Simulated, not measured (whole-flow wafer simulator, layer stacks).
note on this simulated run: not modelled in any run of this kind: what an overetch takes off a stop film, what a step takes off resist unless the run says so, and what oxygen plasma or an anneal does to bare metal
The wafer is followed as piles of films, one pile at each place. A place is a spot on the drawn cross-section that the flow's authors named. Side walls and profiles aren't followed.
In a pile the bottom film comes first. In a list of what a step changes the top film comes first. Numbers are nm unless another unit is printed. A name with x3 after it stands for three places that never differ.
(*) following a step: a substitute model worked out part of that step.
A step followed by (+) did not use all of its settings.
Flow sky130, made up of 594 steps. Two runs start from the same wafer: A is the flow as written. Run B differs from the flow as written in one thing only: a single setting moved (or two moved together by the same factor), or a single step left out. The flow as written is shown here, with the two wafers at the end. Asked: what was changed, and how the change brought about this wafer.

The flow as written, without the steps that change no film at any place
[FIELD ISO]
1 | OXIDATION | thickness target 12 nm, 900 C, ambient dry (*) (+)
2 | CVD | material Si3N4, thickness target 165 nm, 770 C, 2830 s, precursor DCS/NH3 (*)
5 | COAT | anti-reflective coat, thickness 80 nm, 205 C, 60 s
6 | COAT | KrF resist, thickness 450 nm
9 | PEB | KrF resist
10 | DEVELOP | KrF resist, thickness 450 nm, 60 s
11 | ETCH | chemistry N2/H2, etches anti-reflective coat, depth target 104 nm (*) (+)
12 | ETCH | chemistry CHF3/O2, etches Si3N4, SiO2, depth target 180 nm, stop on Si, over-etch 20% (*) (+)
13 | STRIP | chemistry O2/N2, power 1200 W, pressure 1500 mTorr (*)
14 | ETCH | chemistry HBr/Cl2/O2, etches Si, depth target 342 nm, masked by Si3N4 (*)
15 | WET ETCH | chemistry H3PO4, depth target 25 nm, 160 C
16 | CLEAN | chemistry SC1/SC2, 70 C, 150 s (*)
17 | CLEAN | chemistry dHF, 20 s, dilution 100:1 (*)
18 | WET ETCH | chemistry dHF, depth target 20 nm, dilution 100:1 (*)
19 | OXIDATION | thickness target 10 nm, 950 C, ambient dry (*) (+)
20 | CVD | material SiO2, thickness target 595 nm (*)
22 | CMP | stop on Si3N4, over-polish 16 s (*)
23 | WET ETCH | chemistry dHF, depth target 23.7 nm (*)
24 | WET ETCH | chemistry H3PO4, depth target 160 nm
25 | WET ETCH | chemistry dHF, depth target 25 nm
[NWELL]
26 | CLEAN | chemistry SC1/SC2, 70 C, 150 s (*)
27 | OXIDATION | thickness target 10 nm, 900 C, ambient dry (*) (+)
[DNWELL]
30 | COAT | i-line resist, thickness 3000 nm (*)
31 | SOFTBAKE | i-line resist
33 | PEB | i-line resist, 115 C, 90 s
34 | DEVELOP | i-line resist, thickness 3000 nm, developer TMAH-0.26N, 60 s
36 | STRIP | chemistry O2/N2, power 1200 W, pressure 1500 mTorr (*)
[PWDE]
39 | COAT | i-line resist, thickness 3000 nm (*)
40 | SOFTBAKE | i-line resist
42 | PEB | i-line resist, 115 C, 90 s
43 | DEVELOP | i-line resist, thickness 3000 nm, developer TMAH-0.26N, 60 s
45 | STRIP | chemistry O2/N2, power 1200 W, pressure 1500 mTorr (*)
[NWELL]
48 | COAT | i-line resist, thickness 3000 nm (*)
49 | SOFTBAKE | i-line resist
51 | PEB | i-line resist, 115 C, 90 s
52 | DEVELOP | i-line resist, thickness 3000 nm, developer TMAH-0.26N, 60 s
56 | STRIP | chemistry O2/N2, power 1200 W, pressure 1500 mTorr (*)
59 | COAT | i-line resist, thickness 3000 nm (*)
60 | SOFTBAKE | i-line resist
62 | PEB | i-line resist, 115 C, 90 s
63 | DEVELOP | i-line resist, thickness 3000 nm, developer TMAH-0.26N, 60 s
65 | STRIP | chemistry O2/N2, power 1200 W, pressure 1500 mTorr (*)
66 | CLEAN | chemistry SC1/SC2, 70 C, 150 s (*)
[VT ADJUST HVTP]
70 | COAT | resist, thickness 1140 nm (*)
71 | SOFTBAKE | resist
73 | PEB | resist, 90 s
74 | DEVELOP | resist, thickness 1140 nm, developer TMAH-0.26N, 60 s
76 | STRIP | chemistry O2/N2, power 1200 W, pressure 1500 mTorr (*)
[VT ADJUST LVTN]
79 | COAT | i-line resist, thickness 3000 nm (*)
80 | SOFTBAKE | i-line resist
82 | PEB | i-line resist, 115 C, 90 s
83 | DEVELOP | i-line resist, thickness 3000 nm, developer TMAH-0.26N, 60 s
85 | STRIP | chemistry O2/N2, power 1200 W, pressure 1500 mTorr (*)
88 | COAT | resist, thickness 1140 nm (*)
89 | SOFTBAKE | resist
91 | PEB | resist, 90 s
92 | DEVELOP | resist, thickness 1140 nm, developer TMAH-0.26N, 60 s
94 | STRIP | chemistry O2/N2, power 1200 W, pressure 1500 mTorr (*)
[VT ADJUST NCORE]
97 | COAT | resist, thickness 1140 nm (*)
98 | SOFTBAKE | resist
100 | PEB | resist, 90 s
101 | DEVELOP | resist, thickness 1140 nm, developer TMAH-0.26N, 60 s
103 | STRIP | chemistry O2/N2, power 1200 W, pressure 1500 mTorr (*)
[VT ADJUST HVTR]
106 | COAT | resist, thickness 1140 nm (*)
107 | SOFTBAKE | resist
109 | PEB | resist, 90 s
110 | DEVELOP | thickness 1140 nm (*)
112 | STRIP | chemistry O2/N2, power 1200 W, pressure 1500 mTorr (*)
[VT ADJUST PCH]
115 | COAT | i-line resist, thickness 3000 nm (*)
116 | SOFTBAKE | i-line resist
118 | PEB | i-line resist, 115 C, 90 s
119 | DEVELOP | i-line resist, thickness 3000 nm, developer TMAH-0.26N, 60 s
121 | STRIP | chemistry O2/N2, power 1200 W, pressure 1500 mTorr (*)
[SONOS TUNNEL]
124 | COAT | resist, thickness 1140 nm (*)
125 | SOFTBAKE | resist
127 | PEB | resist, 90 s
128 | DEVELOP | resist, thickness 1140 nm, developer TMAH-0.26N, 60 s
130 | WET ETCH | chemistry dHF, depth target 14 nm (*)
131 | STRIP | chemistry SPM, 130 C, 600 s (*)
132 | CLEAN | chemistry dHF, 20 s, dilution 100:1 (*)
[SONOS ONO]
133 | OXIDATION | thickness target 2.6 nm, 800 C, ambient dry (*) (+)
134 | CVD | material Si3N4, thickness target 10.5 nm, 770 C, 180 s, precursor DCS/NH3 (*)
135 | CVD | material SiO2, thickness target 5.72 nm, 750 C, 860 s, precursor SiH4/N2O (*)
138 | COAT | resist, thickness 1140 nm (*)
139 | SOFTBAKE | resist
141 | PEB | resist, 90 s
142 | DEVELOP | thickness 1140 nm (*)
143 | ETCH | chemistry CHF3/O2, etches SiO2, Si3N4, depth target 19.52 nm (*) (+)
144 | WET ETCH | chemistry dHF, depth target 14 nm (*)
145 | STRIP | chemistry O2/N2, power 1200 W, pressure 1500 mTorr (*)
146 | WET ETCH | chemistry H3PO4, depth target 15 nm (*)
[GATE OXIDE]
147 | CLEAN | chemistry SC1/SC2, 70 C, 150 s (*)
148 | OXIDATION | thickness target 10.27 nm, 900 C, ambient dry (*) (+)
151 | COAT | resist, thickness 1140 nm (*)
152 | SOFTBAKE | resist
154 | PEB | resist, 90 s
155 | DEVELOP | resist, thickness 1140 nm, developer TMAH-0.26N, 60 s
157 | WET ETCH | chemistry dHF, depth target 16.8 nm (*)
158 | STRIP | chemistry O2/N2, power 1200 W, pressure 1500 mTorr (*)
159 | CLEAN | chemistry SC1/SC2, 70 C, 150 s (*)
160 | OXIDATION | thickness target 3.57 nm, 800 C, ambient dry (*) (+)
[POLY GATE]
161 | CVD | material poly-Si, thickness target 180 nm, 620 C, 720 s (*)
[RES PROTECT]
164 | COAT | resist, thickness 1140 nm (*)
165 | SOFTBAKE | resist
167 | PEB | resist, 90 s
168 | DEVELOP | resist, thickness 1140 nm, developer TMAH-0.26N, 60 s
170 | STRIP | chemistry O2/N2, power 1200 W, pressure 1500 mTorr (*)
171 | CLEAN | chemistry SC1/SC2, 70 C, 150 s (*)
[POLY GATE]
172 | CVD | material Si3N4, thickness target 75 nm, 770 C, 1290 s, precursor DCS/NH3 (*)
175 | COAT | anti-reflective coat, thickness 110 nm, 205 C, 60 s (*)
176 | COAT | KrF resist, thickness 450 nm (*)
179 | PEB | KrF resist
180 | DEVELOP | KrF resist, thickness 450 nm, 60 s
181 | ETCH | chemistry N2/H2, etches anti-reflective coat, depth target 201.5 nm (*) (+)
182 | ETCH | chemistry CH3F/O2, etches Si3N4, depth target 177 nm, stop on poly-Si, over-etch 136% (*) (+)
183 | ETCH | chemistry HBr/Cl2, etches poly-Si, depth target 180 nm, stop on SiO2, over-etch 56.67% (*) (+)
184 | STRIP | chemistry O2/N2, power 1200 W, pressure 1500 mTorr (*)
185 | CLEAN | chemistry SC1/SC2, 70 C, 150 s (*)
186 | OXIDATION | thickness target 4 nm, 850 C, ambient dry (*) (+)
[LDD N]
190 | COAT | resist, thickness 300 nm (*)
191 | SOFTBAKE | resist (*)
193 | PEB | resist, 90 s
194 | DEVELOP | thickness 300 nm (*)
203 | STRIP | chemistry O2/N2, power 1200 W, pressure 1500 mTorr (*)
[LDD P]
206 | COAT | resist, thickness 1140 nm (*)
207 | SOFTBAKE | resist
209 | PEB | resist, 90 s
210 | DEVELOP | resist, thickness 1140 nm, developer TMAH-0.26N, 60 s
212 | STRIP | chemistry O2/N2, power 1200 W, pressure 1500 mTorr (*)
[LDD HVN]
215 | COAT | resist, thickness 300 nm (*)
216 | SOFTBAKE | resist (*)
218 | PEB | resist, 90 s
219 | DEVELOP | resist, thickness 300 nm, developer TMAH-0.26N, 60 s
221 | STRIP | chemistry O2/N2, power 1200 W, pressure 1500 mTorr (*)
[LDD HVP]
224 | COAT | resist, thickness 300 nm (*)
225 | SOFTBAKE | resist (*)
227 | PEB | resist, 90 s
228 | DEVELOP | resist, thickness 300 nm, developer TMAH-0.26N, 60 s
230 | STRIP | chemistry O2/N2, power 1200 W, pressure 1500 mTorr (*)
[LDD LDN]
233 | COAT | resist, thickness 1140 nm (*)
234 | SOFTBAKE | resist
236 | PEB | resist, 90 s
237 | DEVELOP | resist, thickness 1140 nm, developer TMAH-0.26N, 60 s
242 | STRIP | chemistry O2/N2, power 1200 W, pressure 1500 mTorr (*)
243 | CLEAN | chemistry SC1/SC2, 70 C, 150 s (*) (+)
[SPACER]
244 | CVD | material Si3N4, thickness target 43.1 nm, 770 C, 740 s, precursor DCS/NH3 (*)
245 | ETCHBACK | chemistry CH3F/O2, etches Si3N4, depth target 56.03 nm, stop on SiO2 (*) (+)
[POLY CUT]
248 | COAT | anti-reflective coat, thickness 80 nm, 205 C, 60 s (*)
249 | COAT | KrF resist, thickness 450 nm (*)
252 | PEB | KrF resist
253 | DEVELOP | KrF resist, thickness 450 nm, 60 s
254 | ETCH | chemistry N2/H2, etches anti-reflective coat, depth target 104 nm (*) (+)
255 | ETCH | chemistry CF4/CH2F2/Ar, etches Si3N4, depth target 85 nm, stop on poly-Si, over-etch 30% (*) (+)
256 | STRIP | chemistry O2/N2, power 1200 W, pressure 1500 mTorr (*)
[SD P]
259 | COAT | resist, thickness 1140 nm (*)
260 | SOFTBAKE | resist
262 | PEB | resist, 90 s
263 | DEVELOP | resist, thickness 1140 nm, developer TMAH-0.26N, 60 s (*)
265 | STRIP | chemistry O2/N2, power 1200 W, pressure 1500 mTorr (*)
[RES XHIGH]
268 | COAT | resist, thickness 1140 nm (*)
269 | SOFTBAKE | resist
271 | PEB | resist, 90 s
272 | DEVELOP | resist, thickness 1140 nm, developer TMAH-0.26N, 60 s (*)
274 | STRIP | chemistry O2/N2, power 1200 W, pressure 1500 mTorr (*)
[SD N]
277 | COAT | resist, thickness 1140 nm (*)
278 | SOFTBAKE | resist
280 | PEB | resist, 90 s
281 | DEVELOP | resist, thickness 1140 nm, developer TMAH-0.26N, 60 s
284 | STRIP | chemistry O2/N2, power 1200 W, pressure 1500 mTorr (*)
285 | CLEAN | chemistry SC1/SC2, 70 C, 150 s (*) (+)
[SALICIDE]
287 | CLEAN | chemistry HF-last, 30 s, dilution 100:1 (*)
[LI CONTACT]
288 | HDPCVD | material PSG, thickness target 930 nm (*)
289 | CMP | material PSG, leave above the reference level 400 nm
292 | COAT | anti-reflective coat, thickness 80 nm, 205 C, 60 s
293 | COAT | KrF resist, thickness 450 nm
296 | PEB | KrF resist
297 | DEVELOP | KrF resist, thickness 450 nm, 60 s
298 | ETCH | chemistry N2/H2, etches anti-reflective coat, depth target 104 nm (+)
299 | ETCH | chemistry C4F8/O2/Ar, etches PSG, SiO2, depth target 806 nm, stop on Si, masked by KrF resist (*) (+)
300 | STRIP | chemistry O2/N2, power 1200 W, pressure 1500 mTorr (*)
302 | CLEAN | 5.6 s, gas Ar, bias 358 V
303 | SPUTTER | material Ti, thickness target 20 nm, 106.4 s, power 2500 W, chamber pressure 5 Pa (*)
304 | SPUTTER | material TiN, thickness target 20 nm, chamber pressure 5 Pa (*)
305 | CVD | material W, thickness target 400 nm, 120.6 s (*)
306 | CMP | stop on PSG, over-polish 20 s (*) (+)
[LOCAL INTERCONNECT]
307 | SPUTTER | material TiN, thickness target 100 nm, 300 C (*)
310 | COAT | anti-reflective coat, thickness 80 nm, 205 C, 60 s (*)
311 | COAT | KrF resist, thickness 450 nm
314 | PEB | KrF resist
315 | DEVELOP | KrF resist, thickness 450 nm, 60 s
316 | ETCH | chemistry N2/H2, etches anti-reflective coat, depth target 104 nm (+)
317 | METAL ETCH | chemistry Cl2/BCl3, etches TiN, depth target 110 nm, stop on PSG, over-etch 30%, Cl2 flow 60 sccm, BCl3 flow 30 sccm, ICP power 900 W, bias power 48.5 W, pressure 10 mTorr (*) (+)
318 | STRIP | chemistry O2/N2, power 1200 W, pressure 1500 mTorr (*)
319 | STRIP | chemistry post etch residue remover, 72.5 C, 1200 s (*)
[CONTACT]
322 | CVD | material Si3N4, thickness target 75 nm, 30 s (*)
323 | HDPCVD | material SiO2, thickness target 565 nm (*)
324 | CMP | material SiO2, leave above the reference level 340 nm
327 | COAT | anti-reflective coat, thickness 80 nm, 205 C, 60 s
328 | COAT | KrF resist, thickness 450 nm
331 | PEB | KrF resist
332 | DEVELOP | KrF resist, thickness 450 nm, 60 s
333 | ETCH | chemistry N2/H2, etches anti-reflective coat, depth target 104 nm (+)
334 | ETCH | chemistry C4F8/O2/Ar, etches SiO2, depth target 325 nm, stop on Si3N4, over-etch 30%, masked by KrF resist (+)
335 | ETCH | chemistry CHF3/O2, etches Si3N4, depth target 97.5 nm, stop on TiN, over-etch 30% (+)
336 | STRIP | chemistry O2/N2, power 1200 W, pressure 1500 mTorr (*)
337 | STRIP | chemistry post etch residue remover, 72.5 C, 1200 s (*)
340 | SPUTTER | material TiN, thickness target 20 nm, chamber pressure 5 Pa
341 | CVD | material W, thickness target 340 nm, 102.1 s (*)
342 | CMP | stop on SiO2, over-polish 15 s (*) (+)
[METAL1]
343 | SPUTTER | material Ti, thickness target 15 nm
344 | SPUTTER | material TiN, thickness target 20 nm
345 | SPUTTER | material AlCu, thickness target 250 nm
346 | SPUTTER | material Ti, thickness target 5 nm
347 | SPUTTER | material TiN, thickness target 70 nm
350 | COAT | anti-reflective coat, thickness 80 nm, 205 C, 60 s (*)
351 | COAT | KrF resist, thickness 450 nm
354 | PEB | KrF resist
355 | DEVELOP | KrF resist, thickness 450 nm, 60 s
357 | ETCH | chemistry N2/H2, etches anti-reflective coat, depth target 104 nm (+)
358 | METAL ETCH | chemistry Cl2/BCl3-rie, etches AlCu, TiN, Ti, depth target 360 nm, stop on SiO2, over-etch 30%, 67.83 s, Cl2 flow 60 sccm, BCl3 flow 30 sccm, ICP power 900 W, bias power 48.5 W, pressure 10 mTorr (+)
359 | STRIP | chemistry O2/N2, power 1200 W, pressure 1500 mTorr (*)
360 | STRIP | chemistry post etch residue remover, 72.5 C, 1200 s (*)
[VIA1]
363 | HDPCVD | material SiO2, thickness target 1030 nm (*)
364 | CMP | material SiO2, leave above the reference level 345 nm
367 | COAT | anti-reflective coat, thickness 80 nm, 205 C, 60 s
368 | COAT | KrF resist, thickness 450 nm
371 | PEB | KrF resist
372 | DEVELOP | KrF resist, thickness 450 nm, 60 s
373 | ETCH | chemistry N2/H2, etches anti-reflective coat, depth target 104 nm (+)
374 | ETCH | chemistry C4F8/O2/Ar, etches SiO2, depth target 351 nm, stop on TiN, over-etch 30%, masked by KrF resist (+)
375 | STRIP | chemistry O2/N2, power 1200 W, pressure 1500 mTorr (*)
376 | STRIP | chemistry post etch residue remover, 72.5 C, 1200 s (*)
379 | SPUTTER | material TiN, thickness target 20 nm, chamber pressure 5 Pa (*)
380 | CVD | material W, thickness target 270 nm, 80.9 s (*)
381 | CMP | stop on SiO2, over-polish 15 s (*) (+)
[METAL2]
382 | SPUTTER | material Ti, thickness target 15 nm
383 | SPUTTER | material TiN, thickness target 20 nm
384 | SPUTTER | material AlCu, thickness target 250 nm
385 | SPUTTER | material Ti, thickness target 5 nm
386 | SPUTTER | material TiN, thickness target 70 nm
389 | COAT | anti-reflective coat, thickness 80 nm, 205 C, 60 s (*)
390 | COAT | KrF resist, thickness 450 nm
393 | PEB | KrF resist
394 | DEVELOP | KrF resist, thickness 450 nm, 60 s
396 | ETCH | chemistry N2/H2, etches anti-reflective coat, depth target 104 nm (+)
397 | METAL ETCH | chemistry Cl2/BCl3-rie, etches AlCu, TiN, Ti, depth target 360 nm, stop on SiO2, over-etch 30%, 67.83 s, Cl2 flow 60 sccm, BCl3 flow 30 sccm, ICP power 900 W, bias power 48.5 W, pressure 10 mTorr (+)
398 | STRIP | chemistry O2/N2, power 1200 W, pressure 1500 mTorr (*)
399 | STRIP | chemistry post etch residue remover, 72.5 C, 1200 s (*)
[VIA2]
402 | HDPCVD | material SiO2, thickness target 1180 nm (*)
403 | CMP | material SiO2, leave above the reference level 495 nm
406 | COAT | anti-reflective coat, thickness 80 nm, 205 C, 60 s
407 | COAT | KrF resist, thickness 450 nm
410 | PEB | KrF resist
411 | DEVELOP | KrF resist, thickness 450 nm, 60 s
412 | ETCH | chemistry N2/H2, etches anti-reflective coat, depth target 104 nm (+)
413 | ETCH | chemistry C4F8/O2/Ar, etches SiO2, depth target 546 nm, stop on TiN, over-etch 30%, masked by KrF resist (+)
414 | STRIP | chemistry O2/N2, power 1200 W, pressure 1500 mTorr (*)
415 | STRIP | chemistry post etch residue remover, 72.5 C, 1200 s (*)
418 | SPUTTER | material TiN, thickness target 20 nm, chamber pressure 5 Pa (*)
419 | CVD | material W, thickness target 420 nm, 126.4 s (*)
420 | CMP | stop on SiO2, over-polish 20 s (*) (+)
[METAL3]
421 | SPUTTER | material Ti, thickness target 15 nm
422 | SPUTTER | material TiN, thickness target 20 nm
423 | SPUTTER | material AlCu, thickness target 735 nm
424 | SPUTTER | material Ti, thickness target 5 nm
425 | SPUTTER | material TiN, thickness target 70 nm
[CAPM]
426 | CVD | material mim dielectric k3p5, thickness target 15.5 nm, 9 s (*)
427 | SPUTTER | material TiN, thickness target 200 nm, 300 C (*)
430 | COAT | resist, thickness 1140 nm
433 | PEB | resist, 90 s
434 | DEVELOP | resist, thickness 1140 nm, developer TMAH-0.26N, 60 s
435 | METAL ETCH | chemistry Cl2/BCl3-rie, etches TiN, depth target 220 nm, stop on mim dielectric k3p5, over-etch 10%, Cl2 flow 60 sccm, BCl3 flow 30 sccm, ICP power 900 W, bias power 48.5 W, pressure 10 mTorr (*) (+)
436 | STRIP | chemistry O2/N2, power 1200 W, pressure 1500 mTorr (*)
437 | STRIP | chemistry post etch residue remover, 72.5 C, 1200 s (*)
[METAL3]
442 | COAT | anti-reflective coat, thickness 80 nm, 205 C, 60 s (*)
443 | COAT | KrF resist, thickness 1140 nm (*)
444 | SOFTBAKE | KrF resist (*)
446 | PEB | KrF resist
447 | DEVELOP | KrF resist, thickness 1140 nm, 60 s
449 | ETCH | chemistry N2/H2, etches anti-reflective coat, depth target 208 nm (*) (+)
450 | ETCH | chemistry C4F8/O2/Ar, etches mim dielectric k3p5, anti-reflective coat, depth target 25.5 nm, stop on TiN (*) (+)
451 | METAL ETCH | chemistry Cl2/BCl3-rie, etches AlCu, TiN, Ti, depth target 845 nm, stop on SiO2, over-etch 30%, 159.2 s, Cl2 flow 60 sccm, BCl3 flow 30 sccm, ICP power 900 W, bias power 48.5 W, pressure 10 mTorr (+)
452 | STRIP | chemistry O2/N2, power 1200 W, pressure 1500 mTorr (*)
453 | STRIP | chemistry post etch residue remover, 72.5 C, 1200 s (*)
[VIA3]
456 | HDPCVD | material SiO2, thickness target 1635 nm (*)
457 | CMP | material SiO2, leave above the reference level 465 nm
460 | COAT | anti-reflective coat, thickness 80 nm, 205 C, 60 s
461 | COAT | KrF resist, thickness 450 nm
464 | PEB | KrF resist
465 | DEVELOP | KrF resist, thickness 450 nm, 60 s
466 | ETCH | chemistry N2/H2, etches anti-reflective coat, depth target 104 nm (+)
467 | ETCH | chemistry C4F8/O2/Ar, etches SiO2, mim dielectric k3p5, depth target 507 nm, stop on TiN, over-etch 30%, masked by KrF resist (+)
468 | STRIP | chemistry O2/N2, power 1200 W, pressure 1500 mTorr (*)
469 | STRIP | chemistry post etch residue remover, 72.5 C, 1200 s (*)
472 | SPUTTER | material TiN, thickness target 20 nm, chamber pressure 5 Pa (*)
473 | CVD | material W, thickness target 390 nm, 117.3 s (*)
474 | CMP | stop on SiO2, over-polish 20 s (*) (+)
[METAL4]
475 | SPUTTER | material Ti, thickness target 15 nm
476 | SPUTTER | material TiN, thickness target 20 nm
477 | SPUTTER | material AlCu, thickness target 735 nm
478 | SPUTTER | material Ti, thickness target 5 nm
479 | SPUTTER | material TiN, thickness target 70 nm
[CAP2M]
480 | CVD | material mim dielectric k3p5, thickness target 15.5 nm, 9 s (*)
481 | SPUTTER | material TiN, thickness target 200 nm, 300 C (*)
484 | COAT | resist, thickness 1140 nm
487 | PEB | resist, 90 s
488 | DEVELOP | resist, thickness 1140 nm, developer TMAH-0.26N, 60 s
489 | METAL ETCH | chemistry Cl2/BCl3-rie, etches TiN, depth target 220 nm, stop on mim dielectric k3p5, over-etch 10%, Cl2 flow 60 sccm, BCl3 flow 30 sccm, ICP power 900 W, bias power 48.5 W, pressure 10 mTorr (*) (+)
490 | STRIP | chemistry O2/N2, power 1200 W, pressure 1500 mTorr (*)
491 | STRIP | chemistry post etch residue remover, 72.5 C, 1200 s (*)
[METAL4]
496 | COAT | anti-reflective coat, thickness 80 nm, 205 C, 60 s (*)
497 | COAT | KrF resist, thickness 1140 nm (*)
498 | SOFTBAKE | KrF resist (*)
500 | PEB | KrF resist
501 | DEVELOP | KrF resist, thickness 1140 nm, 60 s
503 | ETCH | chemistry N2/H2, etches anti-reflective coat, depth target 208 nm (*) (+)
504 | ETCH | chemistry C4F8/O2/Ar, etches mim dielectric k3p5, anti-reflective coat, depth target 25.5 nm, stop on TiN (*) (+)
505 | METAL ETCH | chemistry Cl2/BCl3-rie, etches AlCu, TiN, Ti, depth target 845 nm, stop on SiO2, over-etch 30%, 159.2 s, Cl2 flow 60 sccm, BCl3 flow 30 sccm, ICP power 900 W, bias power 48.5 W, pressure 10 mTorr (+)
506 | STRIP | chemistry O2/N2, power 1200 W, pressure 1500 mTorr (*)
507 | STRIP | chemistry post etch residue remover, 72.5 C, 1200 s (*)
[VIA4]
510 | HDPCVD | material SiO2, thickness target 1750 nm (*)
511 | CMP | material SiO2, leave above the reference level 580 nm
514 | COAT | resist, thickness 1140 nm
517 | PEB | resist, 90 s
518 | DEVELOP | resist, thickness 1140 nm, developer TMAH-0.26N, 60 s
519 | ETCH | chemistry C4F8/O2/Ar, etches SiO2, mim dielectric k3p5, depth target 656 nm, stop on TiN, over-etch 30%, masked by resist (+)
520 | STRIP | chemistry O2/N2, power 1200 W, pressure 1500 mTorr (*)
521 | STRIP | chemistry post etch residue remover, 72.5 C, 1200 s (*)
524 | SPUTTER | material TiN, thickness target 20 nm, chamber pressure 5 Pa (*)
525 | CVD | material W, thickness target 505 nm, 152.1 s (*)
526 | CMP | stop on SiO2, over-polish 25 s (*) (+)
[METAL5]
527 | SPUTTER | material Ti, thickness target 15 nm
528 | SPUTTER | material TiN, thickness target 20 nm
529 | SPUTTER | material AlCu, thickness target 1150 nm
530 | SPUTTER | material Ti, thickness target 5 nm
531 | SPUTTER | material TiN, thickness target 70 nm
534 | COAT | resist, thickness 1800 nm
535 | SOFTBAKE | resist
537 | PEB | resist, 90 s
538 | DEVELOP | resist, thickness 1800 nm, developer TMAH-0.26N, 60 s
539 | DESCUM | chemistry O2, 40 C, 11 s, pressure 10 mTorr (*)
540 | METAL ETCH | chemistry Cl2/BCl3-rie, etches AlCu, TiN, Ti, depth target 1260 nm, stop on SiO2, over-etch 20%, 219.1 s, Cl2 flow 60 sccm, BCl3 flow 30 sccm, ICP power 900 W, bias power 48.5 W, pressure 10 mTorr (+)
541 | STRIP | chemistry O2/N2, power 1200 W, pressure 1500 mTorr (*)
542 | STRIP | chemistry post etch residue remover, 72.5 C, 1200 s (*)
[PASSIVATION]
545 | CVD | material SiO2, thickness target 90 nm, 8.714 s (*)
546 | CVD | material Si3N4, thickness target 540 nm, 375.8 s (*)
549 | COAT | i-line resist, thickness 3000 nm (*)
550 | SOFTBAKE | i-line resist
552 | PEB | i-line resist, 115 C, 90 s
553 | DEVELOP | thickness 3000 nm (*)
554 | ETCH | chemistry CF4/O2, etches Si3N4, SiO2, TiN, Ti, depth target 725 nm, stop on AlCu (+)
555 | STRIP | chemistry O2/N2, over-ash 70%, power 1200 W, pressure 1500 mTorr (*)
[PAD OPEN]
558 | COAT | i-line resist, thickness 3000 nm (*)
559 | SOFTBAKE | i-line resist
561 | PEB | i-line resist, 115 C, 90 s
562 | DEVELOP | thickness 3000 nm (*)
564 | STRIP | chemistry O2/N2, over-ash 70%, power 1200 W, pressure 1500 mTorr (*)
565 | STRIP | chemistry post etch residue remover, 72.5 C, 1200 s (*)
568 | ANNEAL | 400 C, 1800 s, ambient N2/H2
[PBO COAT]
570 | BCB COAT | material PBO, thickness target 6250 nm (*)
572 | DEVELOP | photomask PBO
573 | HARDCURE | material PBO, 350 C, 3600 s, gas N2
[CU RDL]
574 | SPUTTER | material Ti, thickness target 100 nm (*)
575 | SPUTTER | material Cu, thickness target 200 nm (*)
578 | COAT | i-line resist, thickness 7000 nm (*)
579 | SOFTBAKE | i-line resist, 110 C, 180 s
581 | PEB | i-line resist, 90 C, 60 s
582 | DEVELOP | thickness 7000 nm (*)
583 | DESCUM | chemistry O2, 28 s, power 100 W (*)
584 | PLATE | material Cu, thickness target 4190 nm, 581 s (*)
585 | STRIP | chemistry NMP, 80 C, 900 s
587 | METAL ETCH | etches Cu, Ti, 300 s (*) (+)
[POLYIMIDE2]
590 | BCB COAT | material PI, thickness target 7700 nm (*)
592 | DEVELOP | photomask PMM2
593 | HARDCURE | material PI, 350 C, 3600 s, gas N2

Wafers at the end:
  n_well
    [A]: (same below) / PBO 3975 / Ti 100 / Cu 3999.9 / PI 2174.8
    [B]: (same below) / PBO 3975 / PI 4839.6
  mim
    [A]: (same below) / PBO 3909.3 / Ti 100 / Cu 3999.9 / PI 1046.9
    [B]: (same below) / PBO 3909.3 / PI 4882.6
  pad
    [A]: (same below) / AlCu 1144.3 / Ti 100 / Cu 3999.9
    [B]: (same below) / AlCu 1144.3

The reason: step 584, PLATE: material Cu, thickness target 4190 nm, 581 s (*), was not run.

Step by step, how the change led to this:
  587 | METAL ETCH | etches Cu, Ti, 300 s (*) (+)
      n_well, p_well, sd_n and 20 more: A -390 Cu | B -200 Cu (all of it), -100 Ti (all of it)
  590 | BCB COAT | material PI, thickness target 7700 nm (*)
      pad: A +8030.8 PI (new film) | B +12.13 um PI (new film)
      de16_gate_nw: A +11.5 um PI (new film) | B +7702.4 PI (new film)
      (also at 51 further places)
  592 | DEVELOP | photomask PMM2
      pad: A -8030.8 PI (all of it) | B -12.13 um PI (all of it)
  593 | HARDCURE | material PI, 350 C, 3600 s, gas N2
      n_well, p_well, sd_n, sd_p: A -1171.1 PI | B -2606 PI
      poly_licon, rpo_hd_licon: A -2621.7 PI, +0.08 void, -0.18 Ti, +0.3 TiSi first, -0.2 poly-Si | B -2676.9 PI, +0.08 void, -0.18 Ti, +0.3 TiSi first, -0.2 poly-Si
      (also at 40 further places)
Taking metal films that touch as one body, n_well has 6 bodies (between them, from the top down: SiO2 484 / mim dielectric k3p5 15.5; SiO2 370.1 / mim dielectric k3p5 15.5; SiO2 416; SiO2 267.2; SiO2 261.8 / Si3N4 75); the flow as written gives 7 bodies (between them, from the top down: PBO 3975 / Si3N4 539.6 / SiO2 90; SiO2 484 / mim dielectric k3p5 15.5; SiO2 370.1 / mim dielectric k3p5 15.5; SiO2 416; SiO2 267.2; SiO2 261.8 / Si3N4 75).
Taking metal films that touch as one body, mim has 7 bodies (between them, from the top down: SiO2 484 / mim dielectric k3p5 15.5; SiO2 170.9; mim dielectric k3p5 15.5; SiO2 416; SiO2 267.2; SiO2 261.8 / Si3N4 75); the flow as written gives 8 bodies (between them, from the top down: PBO 3909.3 / Si3N4 539.6 / SiO2 90; SiO2 484 / mim dielectric k3p5 15.5; SiO2 170.9; mim dielectric k3p5 15.5; SiO2 416; SiO2 267.2; SiO2 261.8 / Si3N4 75).
